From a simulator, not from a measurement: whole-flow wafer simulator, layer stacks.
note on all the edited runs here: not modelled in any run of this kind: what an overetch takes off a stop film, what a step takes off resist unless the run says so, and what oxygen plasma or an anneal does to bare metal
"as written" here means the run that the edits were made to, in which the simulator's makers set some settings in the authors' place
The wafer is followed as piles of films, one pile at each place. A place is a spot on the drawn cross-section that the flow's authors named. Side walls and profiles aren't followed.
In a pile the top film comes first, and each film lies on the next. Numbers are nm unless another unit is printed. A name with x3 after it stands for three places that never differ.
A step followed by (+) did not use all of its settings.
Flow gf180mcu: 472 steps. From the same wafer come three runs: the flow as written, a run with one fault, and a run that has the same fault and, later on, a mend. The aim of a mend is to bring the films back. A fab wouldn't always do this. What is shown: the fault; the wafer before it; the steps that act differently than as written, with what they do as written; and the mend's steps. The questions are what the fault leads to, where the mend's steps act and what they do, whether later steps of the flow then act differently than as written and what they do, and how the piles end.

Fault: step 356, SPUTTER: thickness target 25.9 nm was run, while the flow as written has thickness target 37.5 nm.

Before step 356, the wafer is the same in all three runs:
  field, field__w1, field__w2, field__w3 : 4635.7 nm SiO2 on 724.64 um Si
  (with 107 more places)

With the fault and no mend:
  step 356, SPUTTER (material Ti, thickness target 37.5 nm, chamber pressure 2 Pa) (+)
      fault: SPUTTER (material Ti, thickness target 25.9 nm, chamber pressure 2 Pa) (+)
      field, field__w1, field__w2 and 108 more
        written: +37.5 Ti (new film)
        fault: +25.9 Ti (new film)
  Later steps of the flow acting differently than as written:
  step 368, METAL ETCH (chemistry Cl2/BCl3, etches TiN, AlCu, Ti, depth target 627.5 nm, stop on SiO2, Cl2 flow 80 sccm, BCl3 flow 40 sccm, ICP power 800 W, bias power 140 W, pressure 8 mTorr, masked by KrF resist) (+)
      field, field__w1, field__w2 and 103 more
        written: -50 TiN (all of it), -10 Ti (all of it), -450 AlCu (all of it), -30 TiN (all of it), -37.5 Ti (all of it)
        fault: -50 TiN (all of it), -10 Ti (all of it), -450 AlCu (all of it), -30 TiN (all of it), -25.9 Ti (all of it)
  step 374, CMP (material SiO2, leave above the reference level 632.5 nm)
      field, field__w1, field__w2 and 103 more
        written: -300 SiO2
        fault: -311.6 SiO2
  By the end, the piles at field__w8, contact, m1, m1__w1, m1_nw depart from the flow's by more than 2% or 0.5 nm, whichever is larger.
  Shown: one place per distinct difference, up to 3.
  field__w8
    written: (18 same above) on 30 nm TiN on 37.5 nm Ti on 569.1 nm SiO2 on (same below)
    fault: (18 same above) on 30 nm TiN on 25.9 nm Ti on 569.1 nm SiO2 on (same below)
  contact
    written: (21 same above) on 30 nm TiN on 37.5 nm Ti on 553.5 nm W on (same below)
    fault: (21 same above) on 30 nm TiN on 25.9 nm Ti on 553.5 nm W on (same below)

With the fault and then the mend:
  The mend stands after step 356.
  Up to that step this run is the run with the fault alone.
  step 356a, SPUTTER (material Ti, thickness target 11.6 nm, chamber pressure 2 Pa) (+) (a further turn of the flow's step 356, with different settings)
      field, field__w1, field__w2 and 108 more
        +11.6 Ti
  Later steps of the flow that are run all act as written at every place that is followed.
  At every place that both follow, the piles at the end match the flow's.
